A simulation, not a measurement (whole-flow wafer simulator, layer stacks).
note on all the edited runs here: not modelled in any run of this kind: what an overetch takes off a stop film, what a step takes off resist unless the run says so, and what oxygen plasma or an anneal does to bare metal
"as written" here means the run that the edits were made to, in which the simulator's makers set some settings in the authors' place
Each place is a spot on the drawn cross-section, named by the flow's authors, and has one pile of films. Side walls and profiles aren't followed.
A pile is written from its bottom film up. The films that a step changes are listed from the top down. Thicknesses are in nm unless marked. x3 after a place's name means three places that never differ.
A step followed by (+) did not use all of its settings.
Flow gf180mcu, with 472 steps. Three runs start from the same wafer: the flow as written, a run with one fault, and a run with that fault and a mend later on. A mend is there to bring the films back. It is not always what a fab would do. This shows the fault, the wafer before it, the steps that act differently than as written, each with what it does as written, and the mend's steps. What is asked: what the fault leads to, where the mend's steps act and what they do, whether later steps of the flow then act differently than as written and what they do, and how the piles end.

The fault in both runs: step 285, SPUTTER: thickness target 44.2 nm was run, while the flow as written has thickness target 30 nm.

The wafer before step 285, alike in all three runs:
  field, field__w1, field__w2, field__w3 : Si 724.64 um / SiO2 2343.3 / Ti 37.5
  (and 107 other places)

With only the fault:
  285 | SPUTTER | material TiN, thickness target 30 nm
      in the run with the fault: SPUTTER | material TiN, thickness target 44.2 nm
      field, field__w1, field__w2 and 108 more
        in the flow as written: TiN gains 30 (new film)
        in the run with the fault: TiN gains 44.2 (new film)
  Steps later in the flow that act otherwise than as written:
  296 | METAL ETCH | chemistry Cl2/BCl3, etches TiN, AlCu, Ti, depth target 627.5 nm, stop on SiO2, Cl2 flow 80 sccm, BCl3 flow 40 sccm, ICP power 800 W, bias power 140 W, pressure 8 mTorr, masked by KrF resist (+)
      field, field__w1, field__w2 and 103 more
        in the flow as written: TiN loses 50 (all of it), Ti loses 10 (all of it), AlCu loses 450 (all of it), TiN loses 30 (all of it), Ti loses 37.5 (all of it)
        in the run with the fault: TiN loses 50 (all of it), Ti loses 10 (all of it), AlCu loses 450 (all of it), TiN loses 44.2 (all of it), Ti loses 37.5 (all of it)
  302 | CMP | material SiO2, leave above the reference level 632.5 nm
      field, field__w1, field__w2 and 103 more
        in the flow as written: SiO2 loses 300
        in the run with the fault: SiO2 loses 285.8
  At field__w8, contact, m1, m1__w1, m1_nw, the piles at the end differ from the flow's by more than 2% or 0.5 nm, whichever is larger.
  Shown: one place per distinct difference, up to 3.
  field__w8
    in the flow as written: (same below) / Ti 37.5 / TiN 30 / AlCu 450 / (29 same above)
    in the run with the fault: (same below) / Ti 37.5 / TiN 44.2 / AlCu 450 / (29 same above)
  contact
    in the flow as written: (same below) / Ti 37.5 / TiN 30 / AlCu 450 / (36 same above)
    in the run with the fault: (same below) / Ti 37.5 / TiN 44.2 / AlCu 450 / (36 same above)

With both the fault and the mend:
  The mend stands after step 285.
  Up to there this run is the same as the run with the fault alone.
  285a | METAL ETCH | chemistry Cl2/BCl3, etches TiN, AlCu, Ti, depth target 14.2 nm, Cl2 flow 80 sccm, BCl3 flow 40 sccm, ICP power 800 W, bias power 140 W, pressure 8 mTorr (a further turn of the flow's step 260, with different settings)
      field, field__w1, field__w2 and 108 more
        TiN loses 14.2
  None of the later steps of the flow acts differently than as written at any place that is followed.
  By the end, the piles equal the flow's at every place that both follow.
